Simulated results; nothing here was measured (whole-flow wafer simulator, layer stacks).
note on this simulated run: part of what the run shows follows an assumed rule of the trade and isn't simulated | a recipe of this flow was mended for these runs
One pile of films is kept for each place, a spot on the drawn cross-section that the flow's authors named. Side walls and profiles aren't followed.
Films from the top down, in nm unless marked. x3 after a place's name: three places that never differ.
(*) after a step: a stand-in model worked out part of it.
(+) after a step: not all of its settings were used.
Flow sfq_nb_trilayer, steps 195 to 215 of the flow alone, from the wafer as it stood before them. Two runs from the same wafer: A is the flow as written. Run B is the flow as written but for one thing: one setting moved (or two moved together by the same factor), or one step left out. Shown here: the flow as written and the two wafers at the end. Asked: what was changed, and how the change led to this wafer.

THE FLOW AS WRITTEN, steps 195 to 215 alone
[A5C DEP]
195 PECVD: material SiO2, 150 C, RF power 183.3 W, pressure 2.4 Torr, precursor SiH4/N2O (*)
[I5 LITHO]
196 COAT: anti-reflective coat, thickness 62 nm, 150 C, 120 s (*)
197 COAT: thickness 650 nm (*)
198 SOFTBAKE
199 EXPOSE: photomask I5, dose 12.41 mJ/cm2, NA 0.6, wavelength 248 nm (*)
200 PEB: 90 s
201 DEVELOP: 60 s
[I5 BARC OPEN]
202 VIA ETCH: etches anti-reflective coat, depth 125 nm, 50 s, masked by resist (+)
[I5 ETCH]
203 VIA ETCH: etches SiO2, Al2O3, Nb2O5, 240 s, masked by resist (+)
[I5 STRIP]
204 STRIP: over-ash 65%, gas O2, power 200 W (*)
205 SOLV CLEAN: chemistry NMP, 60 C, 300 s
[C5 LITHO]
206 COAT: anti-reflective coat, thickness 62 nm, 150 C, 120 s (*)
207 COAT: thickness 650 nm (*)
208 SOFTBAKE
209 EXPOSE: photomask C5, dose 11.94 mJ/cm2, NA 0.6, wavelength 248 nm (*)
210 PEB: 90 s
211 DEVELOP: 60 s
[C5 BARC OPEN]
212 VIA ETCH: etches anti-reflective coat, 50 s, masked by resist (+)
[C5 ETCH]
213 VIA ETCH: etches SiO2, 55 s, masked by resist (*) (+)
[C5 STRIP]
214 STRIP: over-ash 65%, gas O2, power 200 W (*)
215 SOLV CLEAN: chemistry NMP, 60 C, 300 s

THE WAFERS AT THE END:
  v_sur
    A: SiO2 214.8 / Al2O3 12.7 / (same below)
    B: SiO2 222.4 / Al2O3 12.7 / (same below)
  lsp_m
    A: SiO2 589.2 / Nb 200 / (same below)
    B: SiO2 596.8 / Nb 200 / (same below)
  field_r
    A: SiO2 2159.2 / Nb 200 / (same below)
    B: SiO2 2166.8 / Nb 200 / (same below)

The cause: step 195, PECVD: RF power 228.7 W was run, where the flow has RF power 183.3 W.

How the change led to this, step by step:
  195 PECVD: material SiO2, 150 C, RF power 183.3 W, pressure 2.4 Torr, precursor SiH4/N2O (*)
      field_l, v_sur, via_wl and 92 more: A SiO2 +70 | B SiO2 +77.5
      ce_l, c5j, ce_r and 8 more: A SiO2 +70 (new film) | B SiO2 +77.5 (new film)
  203 VIA ETCH: etches SiO2, Al2O3, Nb2O5, 240 s, masked by resist (+)
      be: A SiO2 -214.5 (all of it), Al2O3 -12.7 (all of it), Nb2O5 -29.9 (all of it), Nb -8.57 | B SiO2 -222.1 (all of it), Al2O3 -12.7 (all of it), Nb2O5 -29.9 (all of it), Nb -7.94
  213 VIA ETCH: etches SiO2, 55 s, masked by resist (*) (+)
      c5j: A SiO2 -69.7 (all of it), Nb -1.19 | B SiO2 -77.3 (all of it), Nb -0.56
      res: A SiO2 -69.7 (all of it), Ti -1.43 | B SiO2 -77.2 (all of it), Ti -0.68
